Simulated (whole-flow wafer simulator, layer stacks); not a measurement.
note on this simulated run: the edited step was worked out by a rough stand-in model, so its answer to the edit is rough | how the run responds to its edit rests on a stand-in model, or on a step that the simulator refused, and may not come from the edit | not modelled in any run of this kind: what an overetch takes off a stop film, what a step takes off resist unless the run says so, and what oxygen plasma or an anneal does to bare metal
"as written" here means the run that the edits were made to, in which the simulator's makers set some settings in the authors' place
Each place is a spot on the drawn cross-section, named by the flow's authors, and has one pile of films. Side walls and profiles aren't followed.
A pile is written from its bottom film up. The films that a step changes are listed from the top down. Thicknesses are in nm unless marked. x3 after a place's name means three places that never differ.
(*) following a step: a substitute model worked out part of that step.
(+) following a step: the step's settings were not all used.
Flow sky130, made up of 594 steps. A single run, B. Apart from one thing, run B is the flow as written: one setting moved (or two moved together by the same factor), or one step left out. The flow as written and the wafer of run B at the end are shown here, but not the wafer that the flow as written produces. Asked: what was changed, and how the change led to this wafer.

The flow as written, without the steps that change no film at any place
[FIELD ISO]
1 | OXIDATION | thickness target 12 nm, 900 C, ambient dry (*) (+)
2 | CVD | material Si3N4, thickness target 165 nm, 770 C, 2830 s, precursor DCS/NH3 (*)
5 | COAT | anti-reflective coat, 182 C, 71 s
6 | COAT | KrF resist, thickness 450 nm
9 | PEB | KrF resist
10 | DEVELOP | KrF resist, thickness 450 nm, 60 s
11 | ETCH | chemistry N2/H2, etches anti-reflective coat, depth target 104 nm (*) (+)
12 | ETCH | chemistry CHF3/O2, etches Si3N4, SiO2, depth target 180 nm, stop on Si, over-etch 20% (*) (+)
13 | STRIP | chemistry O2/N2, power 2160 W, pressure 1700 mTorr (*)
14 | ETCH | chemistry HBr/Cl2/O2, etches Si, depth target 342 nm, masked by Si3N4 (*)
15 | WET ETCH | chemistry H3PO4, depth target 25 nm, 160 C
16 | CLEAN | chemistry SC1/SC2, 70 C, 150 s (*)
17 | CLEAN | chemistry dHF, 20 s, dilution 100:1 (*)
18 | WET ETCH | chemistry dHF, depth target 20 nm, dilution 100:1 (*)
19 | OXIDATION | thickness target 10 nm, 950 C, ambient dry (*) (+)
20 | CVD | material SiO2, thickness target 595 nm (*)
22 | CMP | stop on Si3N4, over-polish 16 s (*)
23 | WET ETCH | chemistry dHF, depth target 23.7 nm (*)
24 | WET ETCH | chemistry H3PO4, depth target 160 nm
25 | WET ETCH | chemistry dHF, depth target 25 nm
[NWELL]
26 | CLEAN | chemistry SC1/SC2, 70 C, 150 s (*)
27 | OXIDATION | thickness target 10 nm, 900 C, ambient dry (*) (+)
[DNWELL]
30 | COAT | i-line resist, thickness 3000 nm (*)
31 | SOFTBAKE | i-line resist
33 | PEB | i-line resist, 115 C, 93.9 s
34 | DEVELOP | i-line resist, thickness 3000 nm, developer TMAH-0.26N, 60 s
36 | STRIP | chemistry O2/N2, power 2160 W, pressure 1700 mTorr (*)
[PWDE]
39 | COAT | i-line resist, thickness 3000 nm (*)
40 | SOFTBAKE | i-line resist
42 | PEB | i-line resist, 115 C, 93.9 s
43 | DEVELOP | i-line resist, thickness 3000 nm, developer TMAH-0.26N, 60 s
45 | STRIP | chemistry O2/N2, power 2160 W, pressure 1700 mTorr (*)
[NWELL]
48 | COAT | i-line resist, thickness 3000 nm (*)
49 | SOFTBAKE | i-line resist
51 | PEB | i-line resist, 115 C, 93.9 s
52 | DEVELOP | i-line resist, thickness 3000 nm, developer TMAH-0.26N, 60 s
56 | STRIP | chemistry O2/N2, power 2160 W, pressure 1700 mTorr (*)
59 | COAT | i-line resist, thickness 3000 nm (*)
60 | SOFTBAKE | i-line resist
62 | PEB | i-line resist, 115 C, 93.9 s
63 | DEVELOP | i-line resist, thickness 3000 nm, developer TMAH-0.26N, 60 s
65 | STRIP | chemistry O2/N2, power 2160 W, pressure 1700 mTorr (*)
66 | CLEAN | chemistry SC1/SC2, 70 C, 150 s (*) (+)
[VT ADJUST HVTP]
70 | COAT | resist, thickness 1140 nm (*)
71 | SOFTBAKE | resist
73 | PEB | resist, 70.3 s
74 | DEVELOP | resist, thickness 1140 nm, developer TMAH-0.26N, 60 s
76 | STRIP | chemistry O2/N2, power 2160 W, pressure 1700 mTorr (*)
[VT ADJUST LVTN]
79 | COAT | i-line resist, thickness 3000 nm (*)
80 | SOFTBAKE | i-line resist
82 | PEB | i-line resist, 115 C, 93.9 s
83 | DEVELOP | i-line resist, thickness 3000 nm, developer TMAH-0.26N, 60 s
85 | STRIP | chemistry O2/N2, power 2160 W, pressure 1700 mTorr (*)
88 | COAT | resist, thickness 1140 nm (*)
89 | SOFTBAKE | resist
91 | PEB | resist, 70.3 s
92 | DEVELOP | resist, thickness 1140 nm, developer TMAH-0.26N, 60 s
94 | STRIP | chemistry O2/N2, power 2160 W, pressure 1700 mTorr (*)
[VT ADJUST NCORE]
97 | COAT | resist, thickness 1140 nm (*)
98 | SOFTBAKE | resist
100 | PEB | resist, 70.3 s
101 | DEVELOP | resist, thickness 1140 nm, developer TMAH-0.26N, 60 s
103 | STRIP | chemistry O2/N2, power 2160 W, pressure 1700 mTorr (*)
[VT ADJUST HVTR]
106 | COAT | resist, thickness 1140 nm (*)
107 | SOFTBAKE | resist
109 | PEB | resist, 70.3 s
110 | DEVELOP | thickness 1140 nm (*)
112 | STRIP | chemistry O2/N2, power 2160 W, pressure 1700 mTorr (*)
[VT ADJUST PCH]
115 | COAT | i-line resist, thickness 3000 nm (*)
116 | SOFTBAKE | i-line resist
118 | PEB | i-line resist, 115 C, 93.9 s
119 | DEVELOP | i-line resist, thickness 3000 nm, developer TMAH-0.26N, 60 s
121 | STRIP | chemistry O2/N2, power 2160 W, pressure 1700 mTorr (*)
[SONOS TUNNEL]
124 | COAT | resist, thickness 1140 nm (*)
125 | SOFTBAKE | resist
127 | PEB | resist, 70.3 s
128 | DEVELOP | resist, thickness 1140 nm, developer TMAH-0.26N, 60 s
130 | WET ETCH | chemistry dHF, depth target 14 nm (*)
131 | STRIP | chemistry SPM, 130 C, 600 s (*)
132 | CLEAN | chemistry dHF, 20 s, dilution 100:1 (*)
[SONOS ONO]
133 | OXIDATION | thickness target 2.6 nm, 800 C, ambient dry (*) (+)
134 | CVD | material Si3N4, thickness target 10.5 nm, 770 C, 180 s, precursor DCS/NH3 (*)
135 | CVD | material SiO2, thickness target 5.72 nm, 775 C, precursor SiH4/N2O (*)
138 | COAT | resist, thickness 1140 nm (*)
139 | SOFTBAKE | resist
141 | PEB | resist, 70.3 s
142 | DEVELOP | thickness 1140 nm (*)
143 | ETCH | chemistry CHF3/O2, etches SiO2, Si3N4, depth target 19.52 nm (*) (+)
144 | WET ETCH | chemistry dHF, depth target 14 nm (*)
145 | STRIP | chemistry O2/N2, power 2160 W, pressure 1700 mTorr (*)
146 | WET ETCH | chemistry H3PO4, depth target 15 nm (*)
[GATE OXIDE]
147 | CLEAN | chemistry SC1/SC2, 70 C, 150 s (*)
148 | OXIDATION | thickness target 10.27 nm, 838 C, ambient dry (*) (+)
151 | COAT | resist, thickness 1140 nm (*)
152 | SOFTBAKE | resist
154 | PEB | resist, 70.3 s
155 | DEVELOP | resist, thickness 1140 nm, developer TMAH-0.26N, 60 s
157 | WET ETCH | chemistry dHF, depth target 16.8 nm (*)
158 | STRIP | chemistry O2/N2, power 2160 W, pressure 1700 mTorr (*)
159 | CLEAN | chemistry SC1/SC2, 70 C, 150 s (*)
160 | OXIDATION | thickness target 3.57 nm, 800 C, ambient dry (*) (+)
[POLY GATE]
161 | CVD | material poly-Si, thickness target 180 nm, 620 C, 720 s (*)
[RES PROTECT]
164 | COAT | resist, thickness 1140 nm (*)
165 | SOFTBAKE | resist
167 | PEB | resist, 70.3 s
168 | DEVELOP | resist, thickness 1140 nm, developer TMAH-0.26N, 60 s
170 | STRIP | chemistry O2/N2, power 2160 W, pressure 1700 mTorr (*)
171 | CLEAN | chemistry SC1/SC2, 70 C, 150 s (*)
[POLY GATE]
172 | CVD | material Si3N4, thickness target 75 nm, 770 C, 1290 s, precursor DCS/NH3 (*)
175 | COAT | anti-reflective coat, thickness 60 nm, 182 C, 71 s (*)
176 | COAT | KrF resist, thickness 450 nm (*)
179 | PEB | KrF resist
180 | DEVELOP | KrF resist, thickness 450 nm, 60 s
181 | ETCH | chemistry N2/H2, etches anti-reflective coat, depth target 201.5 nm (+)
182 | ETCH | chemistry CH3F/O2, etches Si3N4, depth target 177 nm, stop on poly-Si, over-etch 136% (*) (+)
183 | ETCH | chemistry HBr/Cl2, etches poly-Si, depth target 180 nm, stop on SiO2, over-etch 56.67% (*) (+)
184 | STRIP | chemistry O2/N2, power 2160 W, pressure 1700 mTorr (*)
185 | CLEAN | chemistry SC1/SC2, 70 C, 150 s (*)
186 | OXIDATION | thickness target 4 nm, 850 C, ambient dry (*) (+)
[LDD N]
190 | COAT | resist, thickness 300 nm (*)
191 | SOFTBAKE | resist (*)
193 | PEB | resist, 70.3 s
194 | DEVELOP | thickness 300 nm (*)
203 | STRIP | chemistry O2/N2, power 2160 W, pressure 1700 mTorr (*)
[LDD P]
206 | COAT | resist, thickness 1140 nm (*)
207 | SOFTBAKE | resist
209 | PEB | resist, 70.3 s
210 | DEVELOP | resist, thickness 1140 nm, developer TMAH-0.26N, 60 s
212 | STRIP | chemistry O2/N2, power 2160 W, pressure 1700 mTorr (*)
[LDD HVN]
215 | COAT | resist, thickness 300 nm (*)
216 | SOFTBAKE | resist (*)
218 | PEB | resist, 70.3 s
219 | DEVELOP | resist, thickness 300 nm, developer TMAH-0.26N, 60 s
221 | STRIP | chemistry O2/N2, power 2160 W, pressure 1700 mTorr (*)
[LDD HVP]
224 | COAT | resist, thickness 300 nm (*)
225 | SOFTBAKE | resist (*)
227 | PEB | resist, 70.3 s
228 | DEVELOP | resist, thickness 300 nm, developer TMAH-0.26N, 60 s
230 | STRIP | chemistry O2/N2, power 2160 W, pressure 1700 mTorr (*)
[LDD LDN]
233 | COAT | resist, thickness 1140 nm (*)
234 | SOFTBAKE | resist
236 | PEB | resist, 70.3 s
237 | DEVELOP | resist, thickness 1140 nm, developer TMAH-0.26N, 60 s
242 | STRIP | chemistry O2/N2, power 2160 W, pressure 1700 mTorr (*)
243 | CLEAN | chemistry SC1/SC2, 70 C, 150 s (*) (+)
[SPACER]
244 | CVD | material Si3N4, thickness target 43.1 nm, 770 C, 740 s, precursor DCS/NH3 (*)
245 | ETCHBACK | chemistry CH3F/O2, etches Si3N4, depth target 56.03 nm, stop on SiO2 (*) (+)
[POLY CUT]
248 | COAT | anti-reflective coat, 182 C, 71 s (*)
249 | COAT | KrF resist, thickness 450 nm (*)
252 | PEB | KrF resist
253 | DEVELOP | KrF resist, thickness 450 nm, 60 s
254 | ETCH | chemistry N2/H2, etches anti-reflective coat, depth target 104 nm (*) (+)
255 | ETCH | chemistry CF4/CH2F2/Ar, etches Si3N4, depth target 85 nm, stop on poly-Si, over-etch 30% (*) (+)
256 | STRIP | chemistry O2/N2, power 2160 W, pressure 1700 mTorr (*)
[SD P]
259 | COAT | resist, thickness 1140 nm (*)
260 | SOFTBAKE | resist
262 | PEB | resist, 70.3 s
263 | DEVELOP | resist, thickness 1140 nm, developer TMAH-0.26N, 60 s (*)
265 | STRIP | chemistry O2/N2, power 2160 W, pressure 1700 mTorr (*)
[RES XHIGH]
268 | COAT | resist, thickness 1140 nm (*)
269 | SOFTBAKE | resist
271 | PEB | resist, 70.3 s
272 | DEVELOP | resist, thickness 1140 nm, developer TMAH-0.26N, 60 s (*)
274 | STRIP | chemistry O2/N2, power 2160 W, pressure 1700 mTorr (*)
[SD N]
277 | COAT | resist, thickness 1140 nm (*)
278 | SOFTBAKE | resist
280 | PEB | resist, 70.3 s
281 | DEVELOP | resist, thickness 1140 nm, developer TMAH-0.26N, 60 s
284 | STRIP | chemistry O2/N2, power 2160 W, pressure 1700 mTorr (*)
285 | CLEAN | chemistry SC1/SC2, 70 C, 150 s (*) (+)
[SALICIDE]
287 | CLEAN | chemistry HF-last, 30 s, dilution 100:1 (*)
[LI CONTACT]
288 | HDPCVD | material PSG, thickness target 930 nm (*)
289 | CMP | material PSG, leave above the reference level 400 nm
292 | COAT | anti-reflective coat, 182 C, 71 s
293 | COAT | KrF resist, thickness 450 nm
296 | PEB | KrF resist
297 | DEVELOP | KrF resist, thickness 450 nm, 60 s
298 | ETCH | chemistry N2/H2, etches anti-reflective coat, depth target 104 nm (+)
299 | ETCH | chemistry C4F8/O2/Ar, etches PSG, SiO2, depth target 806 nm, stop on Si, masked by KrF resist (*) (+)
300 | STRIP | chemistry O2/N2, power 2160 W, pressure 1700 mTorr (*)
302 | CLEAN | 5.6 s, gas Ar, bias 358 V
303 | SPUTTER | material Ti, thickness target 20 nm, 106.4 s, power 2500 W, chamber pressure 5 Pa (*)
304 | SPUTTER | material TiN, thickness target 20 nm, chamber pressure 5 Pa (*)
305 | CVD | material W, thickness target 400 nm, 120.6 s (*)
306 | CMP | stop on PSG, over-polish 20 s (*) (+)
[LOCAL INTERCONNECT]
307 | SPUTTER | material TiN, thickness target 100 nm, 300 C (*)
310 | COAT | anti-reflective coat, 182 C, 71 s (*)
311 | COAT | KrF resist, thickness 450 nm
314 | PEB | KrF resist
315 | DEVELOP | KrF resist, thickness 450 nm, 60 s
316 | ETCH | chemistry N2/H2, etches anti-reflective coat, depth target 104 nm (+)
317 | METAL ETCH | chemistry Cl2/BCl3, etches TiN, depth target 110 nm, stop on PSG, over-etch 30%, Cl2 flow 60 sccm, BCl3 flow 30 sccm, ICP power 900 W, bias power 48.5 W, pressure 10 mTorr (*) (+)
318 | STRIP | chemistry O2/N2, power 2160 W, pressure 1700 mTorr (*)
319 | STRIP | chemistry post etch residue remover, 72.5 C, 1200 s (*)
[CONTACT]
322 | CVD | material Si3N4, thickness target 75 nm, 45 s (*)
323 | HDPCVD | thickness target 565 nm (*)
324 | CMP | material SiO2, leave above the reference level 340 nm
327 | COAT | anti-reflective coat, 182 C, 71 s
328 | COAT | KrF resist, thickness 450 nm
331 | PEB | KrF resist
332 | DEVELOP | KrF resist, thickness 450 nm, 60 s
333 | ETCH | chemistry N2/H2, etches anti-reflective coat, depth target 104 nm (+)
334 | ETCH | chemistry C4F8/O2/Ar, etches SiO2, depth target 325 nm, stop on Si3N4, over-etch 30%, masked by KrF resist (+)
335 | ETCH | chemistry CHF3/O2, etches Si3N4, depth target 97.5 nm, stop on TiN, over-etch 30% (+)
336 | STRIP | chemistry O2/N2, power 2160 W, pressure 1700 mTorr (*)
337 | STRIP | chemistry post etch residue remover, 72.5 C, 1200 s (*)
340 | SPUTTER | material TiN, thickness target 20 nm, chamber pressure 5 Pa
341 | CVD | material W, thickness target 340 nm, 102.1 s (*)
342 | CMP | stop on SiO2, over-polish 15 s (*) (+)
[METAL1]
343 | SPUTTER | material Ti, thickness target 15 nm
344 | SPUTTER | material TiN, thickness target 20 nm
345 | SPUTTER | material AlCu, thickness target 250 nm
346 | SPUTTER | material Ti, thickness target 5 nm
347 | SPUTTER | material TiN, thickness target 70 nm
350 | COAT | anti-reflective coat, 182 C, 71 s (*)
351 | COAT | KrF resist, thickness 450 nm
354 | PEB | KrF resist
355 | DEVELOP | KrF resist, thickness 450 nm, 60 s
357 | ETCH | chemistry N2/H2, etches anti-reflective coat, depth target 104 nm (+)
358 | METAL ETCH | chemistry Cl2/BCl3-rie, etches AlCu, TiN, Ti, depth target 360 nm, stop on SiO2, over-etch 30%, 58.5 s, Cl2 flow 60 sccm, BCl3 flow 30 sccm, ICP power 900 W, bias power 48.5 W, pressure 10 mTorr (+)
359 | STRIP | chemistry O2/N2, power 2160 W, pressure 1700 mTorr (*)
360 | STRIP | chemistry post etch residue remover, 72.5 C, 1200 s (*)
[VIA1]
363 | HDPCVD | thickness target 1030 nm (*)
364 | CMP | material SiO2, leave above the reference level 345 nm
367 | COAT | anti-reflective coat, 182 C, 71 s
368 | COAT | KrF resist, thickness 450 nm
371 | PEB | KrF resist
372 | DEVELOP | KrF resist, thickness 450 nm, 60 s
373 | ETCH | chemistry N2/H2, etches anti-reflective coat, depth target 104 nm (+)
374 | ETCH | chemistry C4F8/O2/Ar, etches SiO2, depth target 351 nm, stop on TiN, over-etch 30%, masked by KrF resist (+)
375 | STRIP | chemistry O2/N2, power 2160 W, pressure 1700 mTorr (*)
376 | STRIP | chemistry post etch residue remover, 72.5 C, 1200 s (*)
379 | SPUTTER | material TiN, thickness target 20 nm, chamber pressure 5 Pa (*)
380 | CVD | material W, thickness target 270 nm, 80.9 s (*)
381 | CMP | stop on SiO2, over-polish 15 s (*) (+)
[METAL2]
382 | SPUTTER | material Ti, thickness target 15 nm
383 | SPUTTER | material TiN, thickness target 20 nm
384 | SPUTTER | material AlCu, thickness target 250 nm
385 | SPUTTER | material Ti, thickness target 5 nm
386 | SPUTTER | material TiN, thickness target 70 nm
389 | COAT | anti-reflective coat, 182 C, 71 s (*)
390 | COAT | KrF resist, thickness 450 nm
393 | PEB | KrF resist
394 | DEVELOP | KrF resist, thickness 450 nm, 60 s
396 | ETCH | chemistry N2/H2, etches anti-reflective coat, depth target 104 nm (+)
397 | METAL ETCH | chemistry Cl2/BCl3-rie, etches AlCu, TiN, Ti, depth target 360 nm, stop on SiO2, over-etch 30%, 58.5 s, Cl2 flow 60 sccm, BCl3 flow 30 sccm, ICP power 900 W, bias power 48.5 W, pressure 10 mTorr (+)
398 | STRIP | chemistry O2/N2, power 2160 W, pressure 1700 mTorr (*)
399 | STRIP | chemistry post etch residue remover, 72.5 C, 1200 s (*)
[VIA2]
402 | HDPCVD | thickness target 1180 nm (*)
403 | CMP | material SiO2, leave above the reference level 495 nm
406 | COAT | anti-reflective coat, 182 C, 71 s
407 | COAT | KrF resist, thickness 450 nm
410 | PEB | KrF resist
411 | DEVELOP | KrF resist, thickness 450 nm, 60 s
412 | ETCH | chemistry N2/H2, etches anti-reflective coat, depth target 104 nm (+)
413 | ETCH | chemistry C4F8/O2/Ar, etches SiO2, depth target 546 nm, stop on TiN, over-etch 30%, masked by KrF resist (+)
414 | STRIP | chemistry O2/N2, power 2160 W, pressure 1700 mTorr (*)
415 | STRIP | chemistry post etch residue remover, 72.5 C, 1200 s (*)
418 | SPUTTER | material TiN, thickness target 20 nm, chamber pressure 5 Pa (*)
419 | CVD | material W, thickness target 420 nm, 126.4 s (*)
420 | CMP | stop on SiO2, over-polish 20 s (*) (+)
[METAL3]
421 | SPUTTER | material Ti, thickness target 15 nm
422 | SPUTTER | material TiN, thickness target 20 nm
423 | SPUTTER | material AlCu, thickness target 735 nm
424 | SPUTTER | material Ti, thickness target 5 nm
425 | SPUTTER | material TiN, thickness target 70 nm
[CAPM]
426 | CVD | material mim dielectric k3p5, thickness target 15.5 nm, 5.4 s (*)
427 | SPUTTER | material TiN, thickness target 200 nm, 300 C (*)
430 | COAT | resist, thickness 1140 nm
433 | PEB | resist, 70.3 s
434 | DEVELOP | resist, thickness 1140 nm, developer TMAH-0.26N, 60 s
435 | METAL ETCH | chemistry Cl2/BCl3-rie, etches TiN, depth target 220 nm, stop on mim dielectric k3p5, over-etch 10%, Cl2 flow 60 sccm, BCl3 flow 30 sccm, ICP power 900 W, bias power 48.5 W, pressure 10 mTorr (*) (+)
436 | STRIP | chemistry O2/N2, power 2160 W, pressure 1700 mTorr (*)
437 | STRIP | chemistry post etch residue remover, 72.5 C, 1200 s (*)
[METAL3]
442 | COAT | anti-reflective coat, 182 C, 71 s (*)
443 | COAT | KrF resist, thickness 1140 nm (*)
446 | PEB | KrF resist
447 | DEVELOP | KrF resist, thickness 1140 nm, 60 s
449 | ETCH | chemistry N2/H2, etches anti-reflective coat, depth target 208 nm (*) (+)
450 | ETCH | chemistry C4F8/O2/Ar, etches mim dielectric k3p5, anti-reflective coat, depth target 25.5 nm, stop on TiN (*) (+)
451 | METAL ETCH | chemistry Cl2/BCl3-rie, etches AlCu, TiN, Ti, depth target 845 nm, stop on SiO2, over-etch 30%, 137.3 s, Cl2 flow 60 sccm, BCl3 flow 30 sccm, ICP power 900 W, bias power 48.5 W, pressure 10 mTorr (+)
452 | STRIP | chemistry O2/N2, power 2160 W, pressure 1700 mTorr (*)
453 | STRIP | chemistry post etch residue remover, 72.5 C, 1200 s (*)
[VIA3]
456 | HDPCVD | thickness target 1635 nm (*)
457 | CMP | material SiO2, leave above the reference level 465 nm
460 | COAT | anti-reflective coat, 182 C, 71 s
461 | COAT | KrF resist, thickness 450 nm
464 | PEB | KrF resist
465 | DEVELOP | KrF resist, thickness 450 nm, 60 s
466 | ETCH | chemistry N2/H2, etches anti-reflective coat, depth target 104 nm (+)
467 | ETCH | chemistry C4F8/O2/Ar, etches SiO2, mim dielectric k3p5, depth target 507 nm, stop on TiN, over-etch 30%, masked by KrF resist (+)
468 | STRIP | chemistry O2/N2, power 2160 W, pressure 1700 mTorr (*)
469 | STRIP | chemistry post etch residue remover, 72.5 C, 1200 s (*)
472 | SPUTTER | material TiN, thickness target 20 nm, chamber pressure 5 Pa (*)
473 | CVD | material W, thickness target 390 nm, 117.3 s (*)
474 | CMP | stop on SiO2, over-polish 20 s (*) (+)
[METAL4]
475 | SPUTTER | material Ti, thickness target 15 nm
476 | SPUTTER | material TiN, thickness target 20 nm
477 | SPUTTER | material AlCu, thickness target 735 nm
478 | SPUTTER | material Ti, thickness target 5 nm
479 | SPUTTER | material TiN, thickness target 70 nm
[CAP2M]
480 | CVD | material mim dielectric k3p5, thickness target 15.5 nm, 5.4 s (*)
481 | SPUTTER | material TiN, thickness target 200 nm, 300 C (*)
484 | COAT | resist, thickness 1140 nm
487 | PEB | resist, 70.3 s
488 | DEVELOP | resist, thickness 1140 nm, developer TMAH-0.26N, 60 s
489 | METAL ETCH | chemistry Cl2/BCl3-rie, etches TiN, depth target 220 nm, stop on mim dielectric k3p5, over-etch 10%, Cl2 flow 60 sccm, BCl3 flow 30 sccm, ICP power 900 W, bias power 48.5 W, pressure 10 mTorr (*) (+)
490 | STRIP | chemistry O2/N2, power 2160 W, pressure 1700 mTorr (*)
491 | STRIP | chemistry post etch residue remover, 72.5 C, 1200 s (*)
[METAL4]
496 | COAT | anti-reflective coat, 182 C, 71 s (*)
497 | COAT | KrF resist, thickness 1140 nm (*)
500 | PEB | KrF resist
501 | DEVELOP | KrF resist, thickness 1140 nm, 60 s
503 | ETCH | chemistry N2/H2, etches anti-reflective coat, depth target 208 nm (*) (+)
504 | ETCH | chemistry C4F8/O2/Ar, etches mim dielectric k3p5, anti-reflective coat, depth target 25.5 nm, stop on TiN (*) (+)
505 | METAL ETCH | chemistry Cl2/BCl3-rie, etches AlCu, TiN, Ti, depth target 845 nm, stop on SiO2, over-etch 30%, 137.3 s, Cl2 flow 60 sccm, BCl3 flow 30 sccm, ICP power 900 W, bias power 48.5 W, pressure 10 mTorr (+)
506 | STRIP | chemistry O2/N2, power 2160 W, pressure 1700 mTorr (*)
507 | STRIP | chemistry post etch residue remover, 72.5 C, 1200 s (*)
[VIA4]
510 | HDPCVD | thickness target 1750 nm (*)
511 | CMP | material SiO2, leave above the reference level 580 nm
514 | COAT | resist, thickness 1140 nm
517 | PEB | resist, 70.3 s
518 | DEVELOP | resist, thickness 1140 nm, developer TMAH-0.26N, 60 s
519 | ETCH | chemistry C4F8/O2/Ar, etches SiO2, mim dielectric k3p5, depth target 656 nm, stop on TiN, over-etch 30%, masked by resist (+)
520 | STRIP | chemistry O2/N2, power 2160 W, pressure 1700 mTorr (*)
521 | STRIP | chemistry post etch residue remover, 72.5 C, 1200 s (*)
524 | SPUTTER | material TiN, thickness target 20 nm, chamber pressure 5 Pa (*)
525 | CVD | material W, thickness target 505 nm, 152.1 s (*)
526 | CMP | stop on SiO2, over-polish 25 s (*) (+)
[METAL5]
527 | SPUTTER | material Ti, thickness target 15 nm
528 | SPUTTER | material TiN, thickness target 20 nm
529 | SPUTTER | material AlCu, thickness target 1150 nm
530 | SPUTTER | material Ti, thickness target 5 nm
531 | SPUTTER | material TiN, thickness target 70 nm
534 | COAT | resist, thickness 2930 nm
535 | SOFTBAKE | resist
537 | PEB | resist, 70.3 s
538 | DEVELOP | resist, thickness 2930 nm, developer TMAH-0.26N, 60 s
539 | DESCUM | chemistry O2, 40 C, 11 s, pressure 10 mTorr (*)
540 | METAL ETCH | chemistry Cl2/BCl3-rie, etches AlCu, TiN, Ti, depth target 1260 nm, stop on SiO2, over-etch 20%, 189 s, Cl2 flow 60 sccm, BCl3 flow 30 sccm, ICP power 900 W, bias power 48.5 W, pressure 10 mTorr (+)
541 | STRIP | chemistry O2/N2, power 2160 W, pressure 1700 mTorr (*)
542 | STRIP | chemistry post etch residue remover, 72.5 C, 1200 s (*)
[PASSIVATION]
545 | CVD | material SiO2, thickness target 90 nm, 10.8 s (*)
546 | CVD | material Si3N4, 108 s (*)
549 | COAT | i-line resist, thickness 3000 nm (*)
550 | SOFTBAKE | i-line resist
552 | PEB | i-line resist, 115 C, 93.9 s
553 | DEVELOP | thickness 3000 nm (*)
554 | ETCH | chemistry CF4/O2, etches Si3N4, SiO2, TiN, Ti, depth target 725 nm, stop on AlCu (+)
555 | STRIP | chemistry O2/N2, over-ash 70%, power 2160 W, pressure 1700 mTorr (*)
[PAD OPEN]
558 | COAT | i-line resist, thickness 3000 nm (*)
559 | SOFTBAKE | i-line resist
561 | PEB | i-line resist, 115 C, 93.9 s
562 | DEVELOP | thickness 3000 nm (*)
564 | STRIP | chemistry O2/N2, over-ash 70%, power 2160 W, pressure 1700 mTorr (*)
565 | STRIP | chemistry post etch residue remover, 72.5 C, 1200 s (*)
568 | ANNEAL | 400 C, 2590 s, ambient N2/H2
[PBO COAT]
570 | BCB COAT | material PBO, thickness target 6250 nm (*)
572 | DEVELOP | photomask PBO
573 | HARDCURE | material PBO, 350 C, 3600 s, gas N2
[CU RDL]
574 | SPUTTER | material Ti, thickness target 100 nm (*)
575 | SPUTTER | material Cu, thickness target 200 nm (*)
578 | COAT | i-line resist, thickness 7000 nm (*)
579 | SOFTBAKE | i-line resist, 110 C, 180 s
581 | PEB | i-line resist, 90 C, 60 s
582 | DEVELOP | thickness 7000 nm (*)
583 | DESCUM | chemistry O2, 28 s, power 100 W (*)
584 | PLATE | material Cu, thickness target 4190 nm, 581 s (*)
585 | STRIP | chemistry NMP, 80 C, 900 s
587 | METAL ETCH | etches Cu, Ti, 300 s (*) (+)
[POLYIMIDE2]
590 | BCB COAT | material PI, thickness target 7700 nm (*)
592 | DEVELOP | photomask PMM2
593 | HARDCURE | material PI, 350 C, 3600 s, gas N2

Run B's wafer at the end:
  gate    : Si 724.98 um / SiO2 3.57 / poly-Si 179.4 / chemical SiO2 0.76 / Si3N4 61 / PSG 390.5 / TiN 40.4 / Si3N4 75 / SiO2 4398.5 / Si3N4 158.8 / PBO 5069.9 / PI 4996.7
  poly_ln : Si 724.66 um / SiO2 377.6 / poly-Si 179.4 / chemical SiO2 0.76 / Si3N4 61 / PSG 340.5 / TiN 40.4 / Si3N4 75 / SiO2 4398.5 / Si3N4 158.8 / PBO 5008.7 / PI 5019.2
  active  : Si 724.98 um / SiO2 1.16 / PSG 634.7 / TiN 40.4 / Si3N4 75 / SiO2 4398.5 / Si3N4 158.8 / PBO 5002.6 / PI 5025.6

The reason: step 317, METAL ETCH: depth target 57.8 nm was run, though the flow has depth target 110 nm.

How this came from the change, step by step:
  317 | METAL ETCH | chemistry Cl2/BCl3, etches TiN, depth target 110 nm, stop on PSG, over-etch 30%, Cl2 flow 60 sccm, BCl3 flow 30 sccm, ICP power 900 W, bias power 48.5 W, pressure 10 mTorr (*) (+)
      field, active, gate and 88 more: -57.8 TiN (it would be, as written: -98.7 TiN (all of it))
      n_well, p_well, gate_hv and 97 more: -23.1 KrF resist (it would be, as written: -44 KrF resist)
  318 | STRIP | chemistry O2/N2, power 2160 W, pressure 1700 mTorr (*)
      n_well, p_well, gate_hv and 93 more: -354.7 KrF resist (all of it), -80 anti-reflective coat (all of it) (it would be, as written: -333.8 KrF resist (all of it), -80 anti-reflective coat (all of it))
      poly_licon, ndiff_licon, rpo_hd_licon: -354.8 KrF resist (all of it), -80.5 anti-reflective coat (all of it) (it would be, as written: -333.9 KrF resist (all of it), -80.5 anti-reflective coat (all of it))
      (and at 1 other place as well)
  324 | CMP | material SiO2, leave above the reference level 340 nm
      field, active, gate and 88 more: -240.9 SiO2 (it would be, as written: -200.4 SiO2)
With metal films that touch counted as one body, gate has 1 body; the flow as written gives 0 bodies.
With metal films that touch counted as one body, poly_ln has 1 body; the flow as written gives 0 bodies.
With metal films that touch counted as one body, active has 1 body; the flow as written gives 0 bodies.
